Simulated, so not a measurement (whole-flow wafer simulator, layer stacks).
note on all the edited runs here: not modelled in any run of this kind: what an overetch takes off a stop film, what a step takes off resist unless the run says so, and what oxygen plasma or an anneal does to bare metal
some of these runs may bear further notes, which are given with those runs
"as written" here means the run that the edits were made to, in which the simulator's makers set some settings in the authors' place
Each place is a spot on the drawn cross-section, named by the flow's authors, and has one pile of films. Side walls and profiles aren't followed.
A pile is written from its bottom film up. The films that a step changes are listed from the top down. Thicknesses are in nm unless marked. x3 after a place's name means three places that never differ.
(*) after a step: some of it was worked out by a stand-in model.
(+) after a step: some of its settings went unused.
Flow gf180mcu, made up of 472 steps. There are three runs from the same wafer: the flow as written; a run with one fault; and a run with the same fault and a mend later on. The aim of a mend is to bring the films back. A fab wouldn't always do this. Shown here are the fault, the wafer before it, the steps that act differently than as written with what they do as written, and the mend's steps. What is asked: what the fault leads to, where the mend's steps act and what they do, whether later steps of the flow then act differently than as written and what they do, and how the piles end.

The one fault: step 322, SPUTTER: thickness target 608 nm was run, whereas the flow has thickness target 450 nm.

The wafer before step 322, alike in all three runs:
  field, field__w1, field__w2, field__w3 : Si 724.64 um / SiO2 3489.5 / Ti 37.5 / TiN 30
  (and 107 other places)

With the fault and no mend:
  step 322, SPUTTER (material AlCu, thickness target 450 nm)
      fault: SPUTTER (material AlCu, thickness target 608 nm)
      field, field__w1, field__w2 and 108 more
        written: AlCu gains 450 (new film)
        fault: AlCu gains 608 (new film)
  Steps later in the flow that act otherwise than as written:
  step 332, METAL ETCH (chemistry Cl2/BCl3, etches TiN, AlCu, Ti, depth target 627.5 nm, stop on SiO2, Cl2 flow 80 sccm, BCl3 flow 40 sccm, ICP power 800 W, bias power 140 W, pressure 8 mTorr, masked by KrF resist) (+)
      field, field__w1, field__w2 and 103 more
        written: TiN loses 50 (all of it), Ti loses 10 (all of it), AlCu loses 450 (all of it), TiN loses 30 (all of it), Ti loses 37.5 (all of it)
        fault: TiN loses 50 (all of it), Ti loses 10 (all of it), AlCu loses 567.5
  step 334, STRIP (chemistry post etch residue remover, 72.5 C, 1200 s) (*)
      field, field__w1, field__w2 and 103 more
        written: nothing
        fault: AlCu loses 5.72
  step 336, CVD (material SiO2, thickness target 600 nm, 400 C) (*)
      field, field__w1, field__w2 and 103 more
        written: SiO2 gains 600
        fault: SiO2 gains 600 (new film)
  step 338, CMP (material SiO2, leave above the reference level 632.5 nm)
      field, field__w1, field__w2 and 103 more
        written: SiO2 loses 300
        fault: SiO2 loses 244.3
  By the end, the piles at field, field__w1, field__w2 and 109 more depart from the flow's by more than 2% or 0.5 nm, whichever is larger.
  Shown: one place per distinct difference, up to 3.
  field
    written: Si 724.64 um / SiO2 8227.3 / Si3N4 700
    fault: Si 724.64 um / SiO2 3489.5 / Ti 37.5 / TiN 30 / AlCu 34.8 / SiO2 4793.5 / Si3N4 700
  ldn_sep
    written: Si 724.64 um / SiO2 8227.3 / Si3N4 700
    fault: Si 724.64 um / SiO2 3489.4 / Ti 37.5 / TiN 30 / AlCu 34.8 / SiO2 4793.5 / Si3N4 700
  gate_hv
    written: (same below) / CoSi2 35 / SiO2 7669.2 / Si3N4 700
    fault: (same below) / CoSi2 35 / SiO2 2931.3 / Ti 37.5 / TiN 30 / AlCu 34.8 / SiO2 4793.5 / Si3N4 700

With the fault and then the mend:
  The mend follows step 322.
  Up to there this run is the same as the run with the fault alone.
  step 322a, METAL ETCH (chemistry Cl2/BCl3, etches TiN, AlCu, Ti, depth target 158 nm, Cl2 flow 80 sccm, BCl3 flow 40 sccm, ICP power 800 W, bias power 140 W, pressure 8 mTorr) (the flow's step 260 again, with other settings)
      field, field__w1, field__w2 and 108 more
        AlCu loses 158
  Later steps of the flow that are run all act as written at every place that is followed.
  By the end, the piles equal the flow's at every place that both follow.
